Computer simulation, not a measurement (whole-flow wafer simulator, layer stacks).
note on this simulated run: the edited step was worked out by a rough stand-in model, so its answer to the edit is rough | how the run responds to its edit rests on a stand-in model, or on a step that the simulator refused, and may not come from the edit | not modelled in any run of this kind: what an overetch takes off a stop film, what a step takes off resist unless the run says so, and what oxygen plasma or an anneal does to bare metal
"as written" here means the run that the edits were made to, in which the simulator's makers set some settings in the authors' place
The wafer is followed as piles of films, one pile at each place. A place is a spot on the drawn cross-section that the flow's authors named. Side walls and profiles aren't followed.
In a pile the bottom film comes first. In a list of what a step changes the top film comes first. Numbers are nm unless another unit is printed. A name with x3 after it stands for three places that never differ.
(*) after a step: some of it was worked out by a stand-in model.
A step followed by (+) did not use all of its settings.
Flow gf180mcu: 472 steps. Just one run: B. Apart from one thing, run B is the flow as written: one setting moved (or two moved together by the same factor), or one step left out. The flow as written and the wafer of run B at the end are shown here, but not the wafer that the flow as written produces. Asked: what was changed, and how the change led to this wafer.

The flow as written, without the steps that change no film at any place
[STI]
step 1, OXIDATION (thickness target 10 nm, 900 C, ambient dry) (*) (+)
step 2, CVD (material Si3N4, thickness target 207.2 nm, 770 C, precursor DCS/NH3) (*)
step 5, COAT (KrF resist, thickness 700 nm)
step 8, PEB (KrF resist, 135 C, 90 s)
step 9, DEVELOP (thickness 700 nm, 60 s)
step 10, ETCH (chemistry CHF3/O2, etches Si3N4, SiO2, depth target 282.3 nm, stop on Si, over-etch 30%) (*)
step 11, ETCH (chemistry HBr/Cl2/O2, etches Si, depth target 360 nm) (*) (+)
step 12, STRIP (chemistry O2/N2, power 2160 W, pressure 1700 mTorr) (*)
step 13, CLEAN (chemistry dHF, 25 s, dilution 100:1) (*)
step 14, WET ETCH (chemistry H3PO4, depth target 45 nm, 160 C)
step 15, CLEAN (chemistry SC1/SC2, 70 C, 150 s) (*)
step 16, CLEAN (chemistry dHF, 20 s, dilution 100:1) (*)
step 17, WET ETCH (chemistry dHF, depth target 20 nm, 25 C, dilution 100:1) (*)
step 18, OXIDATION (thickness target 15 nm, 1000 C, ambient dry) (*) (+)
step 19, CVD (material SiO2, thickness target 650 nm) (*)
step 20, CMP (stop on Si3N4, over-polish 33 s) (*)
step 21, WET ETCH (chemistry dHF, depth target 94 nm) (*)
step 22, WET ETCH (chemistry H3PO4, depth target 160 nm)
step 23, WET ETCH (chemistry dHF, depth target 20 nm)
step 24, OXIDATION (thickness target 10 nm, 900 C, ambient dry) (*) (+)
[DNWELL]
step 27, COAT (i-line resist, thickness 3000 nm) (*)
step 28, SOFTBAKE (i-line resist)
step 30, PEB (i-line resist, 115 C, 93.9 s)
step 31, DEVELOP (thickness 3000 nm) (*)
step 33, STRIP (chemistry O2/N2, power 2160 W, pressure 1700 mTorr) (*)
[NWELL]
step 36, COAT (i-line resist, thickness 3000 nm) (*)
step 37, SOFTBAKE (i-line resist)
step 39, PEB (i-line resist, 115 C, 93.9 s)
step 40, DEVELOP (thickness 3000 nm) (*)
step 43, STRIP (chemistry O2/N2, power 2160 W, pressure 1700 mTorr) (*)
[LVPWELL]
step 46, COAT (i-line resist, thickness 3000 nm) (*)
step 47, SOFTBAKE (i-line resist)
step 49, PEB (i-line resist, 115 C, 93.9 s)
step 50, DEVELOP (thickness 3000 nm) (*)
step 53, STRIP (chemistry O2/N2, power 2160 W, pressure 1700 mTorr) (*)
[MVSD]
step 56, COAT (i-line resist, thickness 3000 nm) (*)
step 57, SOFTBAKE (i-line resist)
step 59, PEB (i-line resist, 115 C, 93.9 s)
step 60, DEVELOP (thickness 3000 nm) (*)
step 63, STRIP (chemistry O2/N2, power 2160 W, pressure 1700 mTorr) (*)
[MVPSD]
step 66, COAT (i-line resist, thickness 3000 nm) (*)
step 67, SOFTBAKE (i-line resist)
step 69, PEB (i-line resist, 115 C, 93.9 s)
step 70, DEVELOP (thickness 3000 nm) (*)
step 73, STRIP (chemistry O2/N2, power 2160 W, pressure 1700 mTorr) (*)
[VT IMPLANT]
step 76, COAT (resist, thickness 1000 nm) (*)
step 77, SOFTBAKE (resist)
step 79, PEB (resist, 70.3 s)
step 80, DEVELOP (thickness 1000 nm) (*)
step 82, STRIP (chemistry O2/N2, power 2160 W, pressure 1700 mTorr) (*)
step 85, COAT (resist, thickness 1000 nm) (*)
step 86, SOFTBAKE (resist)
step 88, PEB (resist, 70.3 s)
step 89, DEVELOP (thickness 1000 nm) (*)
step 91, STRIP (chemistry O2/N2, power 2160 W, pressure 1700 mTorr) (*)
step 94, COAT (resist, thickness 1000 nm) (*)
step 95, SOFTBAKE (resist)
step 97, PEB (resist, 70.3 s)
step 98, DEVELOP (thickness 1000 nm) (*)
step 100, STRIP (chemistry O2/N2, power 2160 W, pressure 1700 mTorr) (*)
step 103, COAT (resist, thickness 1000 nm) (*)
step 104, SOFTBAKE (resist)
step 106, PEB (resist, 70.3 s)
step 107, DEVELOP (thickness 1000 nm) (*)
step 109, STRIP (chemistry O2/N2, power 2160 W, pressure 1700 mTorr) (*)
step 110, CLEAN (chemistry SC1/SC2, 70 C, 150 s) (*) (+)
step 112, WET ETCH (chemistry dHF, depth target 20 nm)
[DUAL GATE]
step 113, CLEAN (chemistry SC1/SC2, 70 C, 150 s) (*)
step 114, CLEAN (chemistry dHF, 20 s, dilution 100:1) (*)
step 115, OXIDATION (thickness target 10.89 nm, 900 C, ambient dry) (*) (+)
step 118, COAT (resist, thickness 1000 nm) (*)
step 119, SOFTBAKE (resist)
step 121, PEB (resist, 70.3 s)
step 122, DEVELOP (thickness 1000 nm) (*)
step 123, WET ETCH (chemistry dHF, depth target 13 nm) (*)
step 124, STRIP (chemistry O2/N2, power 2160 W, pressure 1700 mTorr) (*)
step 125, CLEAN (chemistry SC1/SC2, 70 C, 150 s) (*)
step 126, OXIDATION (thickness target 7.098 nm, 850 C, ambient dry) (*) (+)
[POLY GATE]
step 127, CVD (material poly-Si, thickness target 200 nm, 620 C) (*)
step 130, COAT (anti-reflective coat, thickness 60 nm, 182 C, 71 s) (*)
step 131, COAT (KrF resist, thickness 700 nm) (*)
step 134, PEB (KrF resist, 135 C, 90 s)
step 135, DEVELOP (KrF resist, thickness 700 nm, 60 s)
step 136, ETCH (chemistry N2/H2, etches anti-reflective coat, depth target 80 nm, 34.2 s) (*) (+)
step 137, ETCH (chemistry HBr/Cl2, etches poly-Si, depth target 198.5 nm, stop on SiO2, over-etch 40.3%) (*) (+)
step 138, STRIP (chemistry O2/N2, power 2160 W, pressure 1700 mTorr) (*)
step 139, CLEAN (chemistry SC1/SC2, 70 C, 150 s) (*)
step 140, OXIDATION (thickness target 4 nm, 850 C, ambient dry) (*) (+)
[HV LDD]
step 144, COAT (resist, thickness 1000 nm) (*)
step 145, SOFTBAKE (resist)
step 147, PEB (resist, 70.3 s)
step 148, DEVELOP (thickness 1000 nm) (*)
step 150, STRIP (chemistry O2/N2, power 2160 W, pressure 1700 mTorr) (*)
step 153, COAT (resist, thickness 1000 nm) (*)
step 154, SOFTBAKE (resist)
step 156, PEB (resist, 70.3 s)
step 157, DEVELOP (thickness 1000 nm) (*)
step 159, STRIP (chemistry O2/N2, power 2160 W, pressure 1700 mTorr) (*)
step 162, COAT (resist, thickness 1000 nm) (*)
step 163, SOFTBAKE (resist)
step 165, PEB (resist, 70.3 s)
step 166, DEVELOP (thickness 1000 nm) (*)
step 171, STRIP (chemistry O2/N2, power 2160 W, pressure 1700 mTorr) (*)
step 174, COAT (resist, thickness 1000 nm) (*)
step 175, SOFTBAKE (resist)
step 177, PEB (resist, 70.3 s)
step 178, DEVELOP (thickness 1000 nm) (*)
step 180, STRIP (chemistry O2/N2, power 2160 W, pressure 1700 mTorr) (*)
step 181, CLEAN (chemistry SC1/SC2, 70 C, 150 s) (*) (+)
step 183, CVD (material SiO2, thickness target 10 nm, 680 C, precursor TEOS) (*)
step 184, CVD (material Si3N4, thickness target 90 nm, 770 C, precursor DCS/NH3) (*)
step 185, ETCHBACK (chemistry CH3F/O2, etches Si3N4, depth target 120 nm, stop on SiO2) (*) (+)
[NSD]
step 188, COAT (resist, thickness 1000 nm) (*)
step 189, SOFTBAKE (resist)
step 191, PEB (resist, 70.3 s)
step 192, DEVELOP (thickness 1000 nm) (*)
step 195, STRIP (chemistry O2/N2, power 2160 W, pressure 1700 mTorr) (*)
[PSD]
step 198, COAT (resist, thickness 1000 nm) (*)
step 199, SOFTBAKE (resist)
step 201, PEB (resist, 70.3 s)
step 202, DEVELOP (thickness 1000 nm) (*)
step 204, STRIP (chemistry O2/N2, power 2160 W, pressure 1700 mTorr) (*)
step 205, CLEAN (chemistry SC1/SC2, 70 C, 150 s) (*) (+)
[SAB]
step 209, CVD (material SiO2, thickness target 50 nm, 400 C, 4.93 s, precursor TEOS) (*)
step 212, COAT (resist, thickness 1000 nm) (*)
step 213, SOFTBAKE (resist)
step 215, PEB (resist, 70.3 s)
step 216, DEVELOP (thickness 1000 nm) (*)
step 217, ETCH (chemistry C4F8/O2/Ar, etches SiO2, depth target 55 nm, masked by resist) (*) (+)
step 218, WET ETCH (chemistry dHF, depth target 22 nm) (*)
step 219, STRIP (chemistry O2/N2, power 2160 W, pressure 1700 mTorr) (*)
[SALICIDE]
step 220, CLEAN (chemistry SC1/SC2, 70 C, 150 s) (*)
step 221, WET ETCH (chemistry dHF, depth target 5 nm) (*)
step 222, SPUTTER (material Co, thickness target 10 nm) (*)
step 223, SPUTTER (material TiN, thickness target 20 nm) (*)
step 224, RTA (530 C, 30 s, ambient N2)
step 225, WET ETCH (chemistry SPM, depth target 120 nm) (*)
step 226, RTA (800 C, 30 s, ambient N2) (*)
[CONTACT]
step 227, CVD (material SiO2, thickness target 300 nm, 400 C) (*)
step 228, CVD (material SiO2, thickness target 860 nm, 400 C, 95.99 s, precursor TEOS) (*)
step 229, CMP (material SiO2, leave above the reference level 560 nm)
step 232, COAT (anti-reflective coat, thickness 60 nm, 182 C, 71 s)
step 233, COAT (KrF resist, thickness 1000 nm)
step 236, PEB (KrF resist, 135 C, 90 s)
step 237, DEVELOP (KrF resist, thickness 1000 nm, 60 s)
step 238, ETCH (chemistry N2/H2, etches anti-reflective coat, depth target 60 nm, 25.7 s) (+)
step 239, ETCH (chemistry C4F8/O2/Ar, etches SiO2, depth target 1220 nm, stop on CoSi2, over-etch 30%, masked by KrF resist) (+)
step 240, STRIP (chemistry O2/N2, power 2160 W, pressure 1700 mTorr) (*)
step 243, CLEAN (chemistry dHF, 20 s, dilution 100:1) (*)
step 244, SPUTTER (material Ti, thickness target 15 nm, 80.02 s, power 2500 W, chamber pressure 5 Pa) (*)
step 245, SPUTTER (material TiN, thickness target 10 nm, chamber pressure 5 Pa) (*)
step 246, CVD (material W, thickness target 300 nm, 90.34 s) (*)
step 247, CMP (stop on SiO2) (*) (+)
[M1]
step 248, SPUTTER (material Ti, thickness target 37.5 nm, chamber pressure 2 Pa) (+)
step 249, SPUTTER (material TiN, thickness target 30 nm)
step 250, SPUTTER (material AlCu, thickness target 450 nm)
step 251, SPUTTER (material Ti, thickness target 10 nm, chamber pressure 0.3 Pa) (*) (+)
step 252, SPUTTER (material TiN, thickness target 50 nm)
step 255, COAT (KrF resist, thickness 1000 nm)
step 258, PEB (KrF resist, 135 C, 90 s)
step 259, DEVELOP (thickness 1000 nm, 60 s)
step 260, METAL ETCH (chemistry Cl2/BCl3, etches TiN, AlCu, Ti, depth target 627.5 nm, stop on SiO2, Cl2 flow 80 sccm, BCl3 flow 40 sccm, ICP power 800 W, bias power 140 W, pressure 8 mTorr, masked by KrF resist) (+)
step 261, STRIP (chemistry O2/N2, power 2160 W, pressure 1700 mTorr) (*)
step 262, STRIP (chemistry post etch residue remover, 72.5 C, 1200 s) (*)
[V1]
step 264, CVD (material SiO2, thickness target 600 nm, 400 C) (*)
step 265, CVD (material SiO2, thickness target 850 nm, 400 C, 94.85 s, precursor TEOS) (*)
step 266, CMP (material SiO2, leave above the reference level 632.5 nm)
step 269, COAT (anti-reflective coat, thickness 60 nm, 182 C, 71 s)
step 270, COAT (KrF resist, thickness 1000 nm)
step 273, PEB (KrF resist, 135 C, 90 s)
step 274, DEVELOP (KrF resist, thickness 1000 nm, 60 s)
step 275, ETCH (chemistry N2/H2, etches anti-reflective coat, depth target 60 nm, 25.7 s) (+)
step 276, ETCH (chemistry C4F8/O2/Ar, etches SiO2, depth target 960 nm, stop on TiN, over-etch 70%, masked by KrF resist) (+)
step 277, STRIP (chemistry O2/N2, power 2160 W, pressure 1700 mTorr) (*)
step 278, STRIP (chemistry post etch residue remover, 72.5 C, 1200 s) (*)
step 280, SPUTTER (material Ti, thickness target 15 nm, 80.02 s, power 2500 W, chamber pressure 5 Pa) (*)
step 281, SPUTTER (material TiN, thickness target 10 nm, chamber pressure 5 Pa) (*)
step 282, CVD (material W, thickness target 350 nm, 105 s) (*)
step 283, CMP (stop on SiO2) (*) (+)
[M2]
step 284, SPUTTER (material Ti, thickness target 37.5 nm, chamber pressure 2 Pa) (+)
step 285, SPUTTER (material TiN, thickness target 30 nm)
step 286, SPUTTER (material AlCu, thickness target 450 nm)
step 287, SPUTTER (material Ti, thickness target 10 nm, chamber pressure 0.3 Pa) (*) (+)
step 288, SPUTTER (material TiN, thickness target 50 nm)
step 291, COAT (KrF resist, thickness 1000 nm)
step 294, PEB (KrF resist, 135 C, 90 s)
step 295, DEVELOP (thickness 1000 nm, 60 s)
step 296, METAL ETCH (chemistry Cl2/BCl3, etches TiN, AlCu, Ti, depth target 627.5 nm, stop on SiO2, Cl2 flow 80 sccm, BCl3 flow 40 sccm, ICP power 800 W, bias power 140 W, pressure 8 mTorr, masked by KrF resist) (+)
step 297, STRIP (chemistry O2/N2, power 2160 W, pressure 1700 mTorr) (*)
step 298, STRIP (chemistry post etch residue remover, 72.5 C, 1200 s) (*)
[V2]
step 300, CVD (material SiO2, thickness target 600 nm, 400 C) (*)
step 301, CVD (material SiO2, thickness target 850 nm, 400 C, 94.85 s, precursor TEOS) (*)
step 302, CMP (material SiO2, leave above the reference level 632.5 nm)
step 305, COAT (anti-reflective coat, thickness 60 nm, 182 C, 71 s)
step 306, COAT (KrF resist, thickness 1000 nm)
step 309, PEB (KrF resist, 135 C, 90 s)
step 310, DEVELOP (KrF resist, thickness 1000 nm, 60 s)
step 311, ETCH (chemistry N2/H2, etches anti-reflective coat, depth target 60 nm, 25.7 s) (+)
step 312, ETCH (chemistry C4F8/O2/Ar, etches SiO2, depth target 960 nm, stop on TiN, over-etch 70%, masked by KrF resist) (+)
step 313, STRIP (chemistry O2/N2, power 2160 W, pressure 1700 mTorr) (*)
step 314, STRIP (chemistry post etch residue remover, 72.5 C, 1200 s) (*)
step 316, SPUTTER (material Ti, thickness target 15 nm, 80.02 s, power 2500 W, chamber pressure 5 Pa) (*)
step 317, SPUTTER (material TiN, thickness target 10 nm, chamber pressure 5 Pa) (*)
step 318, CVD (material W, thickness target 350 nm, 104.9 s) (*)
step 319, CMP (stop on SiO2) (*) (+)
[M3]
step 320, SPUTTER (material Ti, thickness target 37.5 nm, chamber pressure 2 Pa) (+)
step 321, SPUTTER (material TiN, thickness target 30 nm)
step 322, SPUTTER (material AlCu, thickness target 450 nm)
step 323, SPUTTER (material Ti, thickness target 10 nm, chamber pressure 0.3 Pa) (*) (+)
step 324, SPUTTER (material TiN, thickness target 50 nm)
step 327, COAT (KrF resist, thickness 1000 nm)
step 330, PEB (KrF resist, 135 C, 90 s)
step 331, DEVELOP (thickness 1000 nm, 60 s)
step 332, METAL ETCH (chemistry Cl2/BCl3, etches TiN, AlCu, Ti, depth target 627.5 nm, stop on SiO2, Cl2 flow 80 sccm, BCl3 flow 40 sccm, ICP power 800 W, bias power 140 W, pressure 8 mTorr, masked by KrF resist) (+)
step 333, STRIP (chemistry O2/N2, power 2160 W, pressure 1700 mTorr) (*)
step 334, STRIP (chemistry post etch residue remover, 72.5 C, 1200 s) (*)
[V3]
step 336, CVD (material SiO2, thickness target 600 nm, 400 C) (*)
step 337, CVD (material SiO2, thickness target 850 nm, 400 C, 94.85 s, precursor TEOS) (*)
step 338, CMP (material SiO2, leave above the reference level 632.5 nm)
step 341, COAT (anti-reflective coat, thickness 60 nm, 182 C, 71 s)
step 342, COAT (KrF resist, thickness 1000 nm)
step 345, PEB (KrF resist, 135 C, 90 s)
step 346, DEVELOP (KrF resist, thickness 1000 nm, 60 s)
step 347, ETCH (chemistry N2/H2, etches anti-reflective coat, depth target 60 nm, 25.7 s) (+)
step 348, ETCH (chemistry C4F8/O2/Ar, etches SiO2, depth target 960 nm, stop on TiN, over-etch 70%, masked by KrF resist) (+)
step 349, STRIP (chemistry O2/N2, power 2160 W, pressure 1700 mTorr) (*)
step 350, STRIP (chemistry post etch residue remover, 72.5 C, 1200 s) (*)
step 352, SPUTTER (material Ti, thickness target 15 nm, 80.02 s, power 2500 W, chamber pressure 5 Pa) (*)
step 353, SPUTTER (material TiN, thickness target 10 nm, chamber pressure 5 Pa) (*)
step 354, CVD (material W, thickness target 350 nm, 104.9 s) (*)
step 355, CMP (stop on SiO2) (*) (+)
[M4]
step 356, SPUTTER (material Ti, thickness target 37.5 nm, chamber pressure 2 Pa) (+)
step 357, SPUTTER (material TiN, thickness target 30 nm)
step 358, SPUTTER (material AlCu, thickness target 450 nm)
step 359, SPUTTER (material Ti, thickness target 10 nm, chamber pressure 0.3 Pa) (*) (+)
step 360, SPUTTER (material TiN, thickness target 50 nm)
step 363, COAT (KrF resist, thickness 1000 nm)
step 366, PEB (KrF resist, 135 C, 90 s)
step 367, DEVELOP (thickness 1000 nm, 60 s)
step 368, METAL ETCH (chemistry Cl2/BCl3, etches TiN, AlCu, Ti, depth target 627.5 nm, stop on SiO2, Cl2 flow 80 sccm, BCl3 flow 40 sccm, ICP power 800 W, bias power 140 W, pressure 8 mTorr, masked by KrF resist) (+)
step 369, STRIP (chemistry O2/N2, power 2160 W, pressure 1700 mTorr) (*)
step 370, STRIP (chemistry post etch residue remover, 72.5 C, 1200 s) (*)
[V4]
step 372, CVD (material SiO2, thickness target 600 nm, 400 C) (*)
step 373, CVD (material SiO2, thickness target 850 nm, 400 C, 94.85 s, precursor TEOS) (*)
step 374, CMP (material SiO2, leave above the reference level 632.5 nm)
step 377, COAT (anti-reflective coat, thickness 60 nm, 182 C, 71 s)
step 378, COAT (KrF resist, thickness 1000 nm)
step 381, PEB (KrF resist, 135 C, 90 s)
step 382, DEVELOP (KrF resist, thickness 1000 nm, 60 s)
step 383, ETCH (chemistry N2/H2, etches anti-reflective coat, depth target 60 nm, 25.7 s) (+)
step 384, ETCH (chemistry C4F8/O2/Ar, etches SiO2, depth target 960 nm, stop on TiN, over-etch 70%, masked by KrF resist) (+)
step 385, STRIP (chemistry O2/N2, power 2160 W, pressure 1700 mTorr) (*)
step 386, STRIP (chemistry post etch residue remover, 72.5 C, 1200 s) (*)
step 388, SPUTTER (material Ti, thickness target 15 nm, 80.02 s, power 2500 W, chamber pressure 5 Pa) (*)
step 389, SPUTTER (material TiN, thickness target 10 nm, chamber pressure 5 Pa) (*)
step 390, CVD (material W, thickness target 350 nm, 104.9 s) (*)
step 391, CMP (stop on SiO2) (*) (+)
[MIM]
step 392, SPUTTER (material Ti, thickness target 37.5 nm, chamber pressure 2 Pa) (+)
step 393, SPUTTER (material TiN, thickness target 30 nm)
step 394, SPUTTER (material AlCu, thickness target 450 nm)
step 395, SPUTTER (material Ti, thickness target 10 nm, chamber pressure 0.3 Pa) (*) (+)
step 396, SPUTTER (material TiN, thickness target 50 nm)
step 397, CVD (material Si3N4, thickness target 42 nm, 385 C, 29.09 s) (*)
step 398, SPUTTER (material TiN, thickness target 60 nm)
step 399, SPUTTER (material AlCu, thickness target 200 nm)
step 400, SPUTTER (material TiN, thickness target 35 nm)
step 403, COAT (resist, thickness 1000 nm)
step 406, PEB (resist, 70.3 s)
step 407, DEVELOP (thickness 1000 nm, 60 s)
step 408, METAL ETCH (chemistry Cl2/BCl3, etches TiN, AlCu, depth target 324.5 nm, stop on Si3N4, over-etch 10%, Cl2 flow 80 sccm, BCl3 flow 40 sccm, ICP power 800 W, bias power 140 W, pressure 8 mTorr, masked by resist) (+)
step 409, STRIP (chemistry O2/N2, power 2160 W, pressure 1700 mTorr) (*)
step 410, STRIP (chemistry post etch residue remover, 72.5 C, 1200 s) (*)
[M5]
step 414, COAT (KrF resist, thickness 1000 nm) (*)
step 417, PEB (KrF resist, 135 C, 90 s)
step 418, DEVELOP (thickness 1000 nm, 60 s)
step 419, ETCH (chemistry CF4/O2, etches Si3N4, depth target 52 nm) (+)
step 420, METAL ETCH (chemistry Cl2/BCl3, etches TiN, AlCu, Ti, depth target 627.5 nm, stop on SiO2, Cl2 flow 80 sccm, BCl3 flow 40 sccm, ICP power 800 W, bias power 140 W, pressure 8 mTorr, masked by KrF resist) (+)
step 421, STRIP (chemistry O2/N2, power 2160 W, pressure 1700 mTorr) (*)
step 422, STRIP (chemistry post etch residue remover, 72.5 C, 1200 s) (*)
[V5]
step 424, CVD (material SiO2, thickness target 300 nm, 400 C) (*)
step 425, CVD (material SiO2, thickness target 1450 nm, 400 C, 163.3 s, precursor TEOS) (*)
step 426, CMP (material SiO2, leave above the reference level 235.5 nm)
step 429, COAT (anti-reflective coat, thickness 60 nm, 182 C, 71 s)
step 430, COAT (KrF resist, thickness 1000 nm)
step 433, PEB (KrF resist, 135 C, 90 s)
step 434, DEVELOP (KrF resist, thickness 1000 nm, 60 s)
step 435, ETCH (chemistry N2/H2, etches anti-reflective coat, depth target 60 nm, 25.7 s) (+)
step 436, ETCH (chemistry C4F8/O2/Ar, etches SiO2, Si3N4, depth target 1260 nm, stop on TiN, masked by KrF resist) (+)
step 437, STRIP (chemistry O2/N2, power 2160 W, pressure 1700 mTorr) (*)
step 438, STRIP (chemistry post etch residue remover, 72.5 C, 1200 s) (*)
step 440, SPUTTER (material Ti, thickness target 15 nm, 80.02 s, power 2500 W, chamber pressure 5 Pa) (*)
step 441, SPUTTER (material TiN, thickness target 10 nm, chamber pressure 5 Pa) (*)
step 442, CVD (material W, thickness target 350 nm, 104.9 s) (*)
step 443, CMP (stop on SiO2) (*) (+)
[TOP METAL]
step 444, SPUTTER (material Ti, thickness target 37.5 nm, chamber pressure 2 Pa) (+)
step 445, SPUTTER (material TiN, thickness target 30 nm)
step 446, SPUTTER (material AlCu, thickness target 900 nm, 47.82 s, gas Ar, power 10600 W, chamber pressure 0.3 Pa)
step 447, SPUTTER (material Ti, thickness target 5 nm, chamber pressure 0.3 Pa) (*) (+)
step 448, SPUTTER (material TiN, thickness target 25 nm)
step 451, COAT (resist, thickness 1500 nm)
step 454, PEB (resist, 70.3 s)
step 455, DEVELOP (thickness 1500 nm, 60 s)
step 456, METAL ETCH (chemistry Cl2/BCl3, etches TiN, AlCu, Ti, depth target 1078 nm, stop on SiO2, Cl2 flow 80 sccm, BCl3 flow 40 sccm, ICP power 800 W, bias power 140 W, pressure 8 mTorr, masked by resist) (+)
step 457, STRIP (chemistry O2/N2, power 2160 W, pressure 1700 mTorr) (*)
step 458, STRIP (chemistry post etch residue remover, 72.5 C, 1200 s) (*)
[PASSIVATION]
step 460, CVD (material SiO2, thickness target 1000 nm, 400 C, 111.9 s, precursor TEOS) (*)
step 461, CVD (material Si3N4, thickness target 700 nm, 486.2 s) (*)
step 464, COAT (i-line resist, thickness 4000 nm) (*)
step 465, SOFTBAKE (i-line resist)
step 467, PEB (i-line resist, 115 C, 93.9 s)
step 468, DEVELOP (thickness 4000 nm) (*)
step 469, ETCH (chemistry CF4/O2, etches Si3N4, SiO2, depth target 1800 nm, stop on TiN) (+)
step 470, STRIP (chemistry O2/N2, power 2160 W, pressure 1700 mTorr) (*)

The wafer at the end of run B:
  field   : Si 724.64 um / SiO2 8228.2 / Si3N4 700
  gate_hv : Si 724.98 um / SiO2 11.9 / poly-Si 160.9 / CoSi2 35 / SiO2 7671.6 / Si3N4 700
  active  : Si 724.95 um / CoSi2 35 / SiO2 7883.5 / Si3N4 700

Cause: step 126, OXIDATION: thickness target 4.259 nm was run, while the flow as written has thickness target 7.098 nm.

How this came from the change, step by step:
  step 126, OXIDATION (thickness target 7.098 nm, 850 C, ambient dry) (*) (+)
      gate_hv, active_hv, active_nat and 25 more: SiO2 gains 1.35, Si loses 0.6 (in the flow as written it would be: SiO2 gains 3.72, Si loses 1.64)
      active, n_well, p_well and 12 more: SiO2 gains 4.26 (new film), chemical SiO2 loses 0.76 (all of it), Si loses 1.54 (in the flow as written it would be: SiO2 gains 7.1 (new film), chemical SiO2 loses 0.76 (all of it), Si loses 2.79)
  step 189, SOFTBAKE (resist)
      field__w9: resist loses 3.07 (in the flow as written it would be: resist gains 6.92)
      active_hv: resist loses 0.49 (in the flow as written it would be: resist gains 2.68)
      (also at 1 further place)
  step 199, SOFTBAKE (resist)
      field__w9: resist loses 3.07 (in the flow as written it would be: resist gains 6.92)
      active_hv: resist loses 0.49 (in the flow as written it would be: resist gains 2.68)
      (also at 1 further place)
  step 218, WET ETCH (chemistry dHF, depth target 22 nm) (*)
      active, p_well, sd_n, iso_ptap_pw, iso_ntap_nw, iso_ptap_sub, vpnp_e: SiO2 loses 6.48 (all of it) (in the flow as written it would be: SiO2 loses 9.01 (all of it))
      ldn_tap, ldn_src, ldn_drn, ldp_tap, ldp_src, ldp_drn, ldp_gr: SiO2 loses 13.7 (all of it) (in the flow as written it would be: SiO2 loses 16 (all of it))
      (also at 9 further places)
  step 223, SPUTTER (material TiN, thickness target 20 nm) (*)
      field__w12: TiN gains 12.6 (new film) (in the flow as written it would be: TiN gains 12 (new film))
  step 225, WET ETCH (chemistry SPM, depth target 120 nm) (*)
      field__w12: TiN loses 12.6 (all of it), Co loses 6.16 (all of it) (in the flow as written it would be: TiN loses 12 (all of it), Co loses 6.15 (all of it))
